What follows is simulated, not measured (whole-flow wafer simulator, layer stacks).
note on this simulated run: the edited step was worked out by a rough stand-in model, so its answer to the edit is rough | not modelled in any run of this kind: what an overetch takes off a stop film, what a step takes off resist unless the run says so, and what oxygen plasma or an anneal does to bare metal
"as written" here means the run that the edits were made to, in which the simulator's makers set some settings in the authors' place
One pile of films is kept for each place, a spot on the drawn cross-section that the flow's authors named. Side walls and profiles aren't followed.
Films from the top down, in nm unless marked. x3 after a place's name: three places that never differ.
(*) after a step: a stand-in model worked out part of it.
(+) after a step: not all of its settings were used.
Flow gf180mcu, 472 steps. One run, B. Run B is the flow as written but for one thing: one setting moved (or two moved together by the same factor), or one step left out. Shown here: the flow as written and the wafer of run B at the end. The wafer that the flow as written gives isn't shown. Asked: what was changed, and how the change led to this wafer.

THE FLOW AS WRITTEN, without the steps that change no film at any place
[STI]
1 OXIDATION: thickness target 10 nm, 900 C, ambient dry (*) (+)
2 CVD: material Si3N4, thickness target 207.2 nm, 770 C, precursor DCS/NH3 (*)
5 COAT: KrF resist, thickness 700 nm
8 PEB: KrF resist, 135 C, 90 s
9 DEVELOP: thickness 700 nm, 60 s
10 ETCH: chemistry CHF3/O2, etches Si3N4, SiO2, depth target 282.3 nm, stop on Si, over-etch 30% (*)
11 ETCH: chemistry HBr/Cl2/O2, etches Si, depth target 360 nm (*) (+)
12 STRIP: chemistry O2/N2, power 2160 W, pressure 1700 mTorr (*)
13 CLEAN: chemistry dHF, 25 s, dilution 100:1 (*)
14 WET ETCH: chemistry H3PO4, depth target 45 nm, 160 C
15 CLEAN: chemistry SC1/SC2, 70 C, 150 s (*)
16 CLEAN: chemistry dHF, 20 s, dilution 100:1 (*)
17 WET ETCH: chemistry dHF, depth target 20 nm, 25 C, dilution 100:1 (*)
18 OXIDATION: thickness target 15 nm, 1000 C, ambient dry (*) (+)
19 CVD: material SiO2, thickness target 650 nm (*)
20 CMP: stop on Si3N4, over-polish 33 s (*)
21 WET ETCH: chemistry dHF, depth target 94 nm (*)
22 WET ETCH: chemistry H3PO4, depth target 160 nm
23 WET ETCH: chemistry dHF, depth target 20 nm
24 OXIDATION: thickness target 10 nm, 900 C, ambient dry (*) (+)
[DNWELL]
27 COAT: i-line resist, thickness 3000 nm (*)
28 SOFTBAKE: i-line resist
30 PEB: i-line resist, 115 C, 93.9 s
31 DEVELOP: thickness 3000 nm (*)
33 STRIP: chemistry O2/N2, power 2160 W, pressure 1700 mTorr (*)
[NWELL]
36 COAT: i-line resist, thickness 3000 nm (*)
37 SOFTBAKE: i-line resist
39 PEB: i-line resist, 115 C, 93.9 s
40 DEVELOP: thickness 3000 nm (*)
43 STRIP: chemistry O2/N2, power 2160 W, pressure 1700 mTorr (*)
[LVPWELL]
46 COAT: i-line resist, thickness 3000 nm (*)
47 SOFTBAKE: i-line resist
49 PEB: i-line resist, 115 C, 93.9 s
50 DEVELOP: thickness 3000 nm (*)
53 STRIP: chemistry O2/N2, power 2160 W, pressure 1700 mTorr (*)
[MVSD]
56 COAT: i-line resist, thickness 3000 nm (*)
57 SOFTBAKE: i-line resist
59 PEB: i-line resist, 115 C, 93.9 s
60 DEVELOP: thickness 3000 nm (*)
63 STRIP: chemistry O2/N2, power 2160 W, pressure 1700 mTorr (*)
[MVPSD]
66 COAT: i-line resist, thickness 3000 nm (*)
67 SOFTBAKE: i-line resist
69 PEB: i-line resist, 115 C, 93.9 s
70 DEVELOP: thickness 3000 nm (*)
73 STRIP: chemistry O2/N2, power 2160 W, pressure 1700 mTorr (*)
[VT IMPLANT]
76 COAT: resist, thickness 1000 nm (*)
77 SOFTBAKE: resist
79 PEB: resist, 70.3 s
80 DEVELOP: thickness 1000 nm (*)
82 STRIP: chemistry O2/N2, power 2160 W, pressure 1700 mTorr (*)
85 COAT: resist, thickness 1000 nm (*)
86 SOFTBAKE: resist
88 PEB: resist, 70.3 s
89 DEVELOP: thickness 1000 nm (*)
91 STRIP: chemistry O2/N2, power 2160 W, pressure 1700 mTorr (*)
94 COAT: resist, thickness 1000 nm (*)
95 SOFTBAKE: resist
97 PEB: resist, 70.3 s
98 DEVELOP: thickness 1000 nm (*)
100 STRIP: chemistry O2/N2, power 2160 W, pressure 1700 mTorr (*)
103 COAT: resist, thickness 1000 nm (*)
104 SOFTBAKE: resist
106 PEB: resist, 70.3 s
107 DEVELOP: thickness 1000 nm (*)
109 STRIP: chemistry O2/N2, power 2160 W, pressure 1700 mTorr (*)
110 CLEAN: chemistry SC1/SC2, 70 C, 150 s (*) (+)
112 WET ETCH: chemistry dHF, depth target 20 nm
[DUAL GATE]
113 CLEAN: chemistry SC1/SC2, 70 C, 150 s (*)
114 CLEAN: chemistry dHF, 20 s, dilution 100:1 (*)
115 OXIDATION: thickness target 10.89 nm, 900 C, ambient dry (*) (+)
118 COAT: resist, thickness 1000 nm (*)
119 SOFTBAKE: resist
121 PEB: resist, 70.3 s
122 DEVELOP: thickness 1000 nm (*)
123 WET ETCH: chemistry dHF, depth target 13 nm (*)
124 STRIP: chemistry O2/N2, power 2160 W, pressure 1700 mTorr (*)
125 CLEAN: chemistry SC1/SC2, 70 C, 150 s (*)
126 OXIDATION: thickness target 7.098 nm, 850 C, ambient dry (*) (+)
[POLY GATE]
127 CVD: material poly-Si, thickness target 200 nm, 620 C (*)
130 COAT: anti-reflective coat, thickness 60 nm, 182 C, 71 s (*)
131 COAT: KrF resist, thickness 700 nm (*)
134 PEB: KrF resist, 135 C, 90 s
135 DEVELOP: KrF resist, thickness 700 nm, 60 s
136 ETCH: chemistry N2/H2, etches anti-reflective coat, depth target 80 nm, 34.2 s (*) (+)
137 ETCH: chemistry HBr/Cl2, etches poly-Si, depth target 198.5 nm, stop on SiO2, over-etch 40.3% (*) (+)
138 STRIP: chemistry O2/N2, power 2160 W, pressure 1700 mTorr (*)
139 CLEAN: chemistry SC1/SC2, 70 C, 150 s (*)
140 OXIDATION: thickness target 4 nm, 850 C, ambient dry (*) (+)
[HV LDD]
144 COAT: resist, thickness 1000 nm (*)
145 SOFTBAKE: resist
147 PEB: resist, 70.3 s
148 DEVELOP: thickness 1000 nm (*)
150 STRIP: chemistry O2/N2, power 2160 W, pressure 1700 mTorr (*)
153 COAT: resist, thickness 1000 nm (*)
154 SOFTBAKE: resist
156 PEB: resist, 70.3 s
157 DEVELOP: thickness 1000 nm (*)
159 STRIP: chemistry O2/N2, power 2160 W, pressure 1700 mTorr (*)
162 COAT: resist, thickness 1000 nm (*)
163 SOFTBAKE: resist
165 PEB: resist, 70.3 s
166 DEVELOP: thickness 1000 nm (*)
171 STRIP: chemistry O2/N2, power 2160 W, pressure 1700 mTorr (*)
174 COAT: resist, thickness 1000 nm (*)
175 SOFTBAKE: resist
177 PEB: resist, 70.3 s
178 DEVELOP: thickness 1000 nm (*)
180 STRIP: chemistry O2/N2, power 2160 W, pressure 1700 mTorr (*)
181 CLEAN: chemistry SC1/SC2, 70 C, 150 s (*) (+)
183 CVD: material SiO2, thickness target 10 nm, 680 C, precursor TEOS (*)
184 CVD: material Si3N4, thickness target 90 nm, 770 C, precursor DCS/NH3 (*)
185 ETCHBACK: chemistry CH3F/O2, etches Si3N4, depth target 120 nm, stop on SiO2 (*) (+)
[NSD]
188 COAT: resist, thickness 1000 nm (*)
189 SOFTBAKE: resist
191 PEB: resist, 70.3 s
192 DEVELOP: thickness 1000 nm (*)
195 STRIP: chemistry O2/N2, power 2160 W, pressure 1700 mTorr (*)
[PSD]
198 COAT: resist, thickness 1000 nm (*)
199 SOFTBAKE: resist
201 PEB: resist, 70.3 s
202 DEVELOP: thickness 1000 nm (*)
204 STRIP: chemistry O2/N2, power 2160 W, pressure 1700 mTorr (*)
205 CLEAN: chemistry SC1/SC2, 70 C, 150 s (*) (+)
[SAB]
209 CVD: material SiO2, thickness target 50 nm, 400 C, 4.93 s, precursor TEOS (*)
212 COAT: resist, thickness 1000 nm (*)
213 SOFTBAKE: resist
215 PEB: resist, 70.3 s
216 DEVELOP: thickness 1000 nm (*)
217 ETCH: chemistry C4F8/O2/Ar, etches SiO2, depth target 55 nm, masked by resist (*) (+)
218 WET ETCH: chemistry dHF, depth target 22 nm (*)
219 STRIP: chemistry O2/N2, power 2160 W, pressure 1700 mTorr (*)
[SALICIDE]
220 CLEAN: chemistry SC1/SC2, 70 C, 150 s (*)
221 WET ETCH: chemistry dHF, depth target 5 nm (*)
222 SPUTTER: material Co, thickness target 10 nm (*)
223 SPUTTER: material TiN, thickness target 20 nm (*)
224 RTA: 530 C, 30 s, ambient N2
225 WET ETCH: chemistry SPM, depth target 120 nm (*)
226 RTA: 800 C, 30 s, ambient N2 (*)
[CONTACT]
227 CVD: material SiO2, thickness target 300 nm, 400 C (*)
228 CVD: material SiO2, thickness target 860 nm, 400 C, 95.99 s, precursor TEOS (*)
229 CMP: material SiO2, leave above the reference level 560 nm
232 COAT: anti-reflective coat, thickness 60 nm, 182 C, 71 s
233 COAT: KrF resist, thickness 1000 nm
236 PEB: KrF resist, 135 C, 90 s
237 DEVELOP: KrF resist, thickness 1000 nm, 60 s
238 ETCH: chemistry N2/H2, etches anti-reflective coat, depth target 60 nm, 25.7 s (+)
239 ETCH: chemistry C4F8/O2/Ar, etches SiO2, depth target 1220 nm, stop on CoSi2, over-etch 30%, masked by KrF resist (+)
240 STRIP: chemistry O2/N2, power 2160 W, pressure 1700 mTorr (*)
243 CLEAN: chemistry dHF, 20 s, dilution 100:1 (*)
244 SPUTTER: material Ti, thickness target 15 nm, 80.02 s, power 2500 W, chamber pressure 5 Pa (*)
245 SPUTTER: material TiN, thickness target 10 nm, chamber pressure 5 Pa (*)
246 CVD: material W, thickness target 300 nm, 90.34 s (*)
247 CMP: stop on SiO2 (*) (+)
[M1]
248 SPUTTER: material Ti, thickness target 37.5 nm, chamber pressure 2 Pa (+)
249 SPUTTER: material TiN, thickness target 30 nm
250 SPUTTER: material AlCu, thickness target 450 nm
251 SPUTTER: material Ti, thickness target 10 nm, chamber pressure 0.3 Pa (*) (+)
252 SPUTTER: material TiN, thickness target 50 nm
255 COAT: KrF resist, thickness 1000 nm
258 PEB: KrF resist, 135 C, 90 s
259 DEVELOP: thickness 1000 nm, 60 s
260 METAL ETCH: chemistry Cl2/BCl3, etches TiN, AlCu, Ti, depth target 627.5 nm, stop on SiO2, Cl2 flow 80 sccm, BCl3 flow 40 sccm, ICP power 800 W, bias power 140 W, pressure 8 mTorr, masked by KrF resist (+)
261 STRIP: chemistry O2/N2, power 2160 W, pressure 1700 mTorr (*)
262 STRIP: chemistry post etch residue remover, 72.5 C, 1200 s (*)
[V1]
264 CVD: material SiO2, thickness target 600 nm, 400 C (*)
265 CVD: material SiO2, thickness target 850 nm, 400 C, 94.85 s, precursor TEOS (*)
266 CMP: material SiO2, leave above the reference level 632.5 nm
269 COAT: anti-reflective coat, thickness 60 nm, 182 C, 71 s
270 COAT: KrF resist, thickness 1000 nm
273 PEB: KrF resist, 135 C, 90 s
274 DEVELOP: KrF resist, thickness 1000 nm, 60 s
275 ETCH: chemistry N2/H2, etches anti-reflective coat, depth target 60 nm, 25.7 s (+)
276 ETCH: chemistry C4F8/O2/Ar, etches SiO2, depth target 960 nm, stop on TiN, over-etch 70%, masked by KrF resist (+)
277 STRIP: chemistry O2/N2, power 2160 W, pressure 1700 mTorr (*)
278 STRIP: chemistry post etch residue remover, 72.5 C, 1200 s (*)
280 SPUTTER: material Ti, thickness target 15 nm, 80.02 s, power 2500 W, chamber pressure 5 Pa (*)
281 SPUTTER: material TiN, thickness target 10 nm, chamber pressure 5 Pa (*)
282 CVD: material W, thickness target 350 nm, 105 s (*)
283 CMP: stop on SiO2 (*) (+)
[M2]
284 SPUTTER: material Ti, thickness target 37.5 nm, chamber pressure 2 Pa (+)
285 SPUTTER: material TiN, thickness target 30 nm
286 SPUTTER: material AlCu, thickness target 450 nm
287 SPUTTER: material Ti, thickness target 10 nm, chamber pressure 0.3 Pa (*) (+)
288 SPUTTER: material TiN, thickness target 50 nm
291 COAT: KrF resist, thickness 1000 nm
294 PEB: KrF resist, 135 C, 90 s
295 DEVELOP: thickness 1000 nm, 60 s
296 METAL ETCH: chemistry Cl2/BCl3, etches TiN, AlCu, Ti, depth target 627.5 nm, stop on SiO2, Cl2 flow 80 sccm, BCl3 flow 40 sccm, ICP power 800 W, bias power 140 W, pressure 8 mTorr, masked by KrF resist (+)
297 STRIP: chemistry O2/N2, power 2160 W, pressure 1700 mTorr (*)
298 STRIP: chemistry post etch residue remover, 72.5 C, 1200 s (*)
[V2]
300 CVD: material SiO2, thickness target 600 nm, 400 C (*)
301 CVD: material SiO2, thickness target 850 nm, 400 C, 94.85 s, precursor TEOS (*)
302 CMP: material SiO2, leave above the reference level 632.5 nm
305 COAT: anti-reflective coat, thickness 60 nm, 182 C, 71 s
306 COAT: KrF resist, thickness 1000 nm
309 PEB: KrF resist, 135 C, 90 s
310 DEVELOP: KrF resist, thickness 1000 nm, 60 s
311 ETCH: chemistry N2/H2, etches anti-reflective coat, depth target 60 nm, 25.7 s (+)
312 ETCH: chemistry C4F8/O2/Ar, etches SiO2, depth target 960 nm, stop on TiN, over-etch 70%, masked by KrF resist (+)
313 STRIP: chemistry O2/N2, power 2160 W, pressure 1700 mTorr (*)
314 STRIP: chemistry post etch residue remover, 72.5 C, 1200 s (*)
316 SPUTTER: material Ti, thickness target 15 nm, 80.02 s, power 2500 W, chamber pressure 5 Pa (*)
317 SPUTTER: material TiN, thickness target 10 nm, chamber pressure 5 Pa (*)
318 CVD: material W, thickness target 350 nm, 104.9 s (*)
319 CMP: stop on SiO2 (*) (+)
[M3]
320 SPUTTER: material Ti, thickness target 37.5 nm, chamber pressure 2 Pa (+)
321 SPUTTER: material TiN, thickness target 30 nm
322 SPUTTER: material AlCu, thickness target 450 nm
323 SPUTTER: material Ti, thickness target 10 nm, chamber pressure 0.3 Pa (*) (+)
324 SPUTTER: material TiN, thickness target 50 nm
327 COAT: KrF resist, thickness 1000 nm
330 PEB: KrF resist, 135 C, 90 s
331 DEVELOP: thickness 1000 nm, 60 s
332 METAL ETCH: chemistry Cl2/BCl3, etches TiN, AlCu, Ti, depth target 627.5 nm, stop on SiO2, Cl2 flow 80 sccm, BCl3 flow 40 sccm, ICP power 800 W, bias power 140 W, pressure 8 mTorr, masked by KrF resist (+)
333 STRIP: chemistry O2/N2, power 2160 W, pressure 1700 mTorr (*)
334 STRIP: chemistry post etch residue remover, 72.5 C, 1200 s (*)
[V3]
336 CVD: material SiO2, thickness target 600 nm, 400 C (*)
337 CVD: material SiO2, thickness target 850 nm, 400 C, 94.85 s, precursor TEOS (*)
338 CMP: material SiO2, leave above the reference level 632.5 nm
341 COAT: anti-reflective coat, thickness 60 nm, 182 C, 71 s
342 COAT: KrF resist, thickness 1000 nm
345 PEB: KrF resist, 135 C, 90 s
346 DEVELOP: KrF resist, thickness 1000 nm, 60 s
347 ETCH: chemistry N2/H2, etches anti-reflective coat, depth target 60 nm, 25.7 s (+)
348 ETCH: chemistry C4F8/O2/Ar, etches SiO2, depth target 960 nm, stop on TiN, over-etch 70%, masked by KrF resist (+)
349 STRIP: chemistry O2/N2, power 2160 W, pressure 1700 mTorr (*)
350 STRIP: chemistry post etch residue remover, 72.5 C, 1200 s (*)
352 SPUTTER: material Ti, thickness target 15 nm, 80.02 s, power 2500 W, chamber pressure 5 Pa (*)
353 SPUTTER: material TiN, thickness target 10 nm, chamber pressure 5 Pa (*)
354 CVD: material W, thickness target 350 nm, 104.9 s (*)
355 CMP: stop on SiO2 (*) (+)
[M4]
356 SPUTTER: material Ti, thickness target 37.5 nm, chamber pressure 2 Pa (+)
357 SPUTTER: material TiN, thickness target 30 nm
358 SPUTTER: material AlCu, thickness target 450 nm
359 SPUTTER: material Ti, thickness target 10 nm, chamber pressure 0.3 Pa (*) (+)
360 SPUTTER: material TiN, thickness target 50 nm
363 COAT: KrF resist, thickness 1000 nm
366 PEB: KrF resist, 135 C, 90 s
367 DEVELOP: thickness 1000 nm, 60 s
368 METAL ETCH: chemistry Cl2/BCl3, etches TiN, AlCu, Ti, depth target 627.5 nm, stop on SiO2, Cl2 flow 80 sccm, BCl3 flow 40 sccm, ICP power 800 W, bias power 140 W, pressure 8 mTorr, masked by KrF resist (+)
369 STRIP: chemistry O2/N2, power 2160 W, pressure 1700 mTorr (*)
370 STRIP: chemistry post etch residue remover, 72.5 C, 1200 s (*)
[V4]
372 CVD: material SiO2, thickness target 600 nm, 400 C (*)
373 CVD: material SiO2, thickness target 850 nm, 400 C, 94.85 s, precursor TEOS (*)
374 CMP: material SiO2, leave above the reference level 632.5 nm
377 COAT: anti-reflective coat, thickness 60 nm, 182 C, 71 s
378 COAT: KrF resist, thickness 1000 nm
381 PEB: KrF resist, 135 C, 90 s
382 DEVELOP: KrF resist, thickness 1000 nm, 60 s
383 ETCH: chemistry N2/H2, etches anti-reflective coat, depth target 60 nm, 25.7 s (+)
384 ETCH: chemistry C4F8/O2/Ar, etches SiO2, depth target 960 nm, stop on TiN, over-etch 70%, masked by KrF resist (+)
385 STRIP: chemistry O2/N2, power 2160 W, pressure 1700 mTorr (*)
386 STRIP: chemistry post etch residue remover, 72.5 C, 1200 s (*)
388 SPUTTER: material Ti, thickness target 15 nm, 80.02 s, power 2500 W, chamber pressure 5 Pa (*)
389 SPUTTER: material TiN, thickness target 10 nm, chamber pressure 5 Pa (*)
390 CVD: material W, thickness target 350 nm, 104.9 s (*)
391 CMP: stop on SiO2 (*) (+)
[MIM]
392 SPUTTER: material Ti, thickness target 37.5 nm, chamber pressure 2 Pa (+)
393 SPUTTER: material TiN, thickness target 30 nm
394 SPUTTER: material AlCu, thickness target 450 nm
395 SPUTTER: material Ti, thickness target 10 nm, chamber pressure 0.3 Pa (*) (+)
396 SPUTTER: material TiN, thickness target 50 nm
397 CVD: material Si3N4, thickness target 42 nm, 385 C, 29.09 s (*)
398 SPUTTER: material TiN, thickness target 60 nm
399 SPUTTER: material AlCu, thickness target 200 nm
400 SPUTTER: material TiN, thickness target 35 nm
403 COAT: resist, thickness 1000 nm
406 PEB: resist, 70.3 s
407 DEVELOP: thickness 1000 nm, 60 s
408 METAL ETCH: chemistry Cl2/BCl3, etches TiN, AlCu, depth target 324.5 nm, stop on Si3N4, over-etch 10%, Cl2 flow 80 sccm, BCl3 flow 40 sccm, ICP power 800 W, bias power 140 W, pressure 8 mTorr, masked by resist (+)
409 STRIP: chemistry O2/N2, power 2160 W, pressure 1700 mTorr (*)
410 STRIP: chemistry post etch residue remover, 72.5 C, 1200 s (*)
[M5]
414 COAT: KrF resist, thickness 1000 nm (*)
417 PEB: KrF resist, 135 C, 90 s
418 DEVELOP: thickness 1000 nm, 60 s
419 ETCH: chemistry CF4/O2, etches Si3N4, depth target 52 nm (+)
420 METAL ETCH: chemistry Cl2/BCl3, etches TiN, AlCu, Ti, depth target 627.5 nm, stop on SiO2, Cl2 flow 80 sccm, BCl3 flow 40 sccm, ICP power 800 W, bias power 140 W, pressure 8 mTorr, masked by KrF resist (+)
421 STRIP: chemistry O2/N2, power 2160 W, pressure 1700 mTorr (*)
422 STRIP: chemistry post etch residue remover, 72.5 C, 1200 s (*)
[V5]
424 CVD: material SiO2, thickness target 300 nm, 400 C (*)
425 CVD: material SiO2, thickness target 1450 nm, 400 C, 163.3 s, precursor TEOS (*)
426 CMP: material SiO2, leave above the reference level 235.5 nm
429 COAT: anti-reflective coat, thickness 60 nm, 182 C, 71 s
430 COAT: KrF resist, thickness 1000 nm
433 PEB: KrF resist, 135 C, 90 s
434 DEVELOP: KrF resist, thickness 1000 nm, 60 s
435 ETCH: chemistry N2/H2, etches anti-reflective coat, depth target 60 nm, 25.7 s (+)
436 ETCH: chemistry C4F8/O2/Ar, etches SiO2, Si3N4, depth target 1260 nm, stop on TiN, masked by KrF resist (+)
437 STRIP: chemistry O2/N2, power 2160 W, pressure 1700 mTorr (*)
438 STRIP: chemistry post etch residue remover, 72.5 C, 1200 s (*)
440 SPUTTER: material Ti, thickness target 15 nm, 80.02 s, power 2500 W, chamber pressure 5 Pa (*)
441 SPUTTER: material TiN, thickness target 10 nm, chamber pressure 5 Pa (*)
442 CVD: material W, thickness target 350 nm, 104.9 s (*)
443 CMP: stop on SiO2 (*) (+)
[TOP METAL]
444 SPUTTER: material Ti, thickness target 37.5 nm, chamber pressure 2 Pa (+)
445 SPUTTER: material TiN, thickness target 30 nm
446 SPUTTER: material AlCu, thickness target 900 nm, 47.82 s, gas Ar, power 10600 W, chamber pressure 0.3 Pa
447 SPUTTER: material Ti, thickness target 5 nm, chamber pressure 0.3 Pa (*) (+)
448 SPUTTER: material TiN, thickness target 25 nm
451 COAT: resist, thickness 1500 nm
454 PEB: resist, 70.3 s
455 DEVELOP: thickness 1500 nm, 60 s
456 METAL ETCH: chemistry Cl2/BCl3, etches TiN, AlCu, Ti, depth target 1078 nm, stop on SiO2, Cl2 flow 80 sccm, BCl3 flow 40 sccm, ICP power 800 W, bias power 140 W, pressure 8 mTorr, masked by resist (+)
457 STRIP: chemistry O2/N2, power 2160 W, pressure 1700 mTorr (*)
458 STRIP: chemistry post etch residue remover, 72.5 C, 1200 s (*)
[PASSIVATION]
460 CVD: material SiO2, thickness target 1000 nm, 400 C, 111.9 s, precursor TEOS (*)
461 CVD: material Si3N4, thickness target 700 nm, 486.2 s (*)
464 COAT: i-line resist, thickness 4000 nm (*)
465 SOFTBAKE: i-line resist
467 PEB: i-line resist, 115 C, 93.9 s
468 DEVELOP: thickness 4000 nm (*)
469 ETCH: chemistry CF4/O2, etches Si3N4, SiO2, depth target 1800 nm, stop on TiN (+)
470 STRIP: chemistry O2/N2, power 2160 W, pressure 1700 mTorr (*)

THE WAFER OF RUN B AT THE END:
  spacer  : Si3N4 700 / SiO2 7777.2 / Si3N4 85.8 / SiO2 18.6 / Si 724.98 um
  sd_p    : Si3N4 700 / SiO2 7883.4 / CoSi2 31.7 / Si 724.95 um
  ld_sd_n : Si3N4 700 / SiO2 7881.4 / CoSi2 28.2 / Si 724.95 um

The cause: step 183, CVD: thickness target 11.4 nm was run, where the flow has thickness target 10 nm.

How the change led to this, step by step:
  183 CVD: material SiO2, thickness target 10 nm, 680 C, precursor TEOS (*)
      field, field__w1, field__w2 and 99 more: SiO2 +11.4 (as written it would be: SiO2 +10)
      ld_drift_p: SiO2 +11.3 (as written it would be: SiO2 +9.87)
      (and at 1 more place)
  189 SOFTBAKE: resist
      field__w9: resist -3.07 (as written it would be: resist +6.92)
      nw_enc_fld_lv__w3: resist -1.6 (as written it would be: resist +2.11)
  199 SOFTBAKE: resist
      field__w9: resist -3.07 (as written it would be: resist +6.92)
      nw_enc_fld_lv__w3: resist -1.6 (as written it would be: resist +2.11)
  218 WET ETCH: chemistry dHF, depth target 22 nm (*)
      gate, gate_hv, gate_p and 23 more: SiO2 -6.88 (all of it) (as written it would be: SiO2 -5.48 (all of it))
      active, p_well, sd_n, iso_ptap_pw, iso_ntap_nw, iso_ptap_sub, vpnp_e: SiO2 -10.4 (all of it) (as written it would be: SiO2 -9.01 (all of it))
      (and at 16 more places)
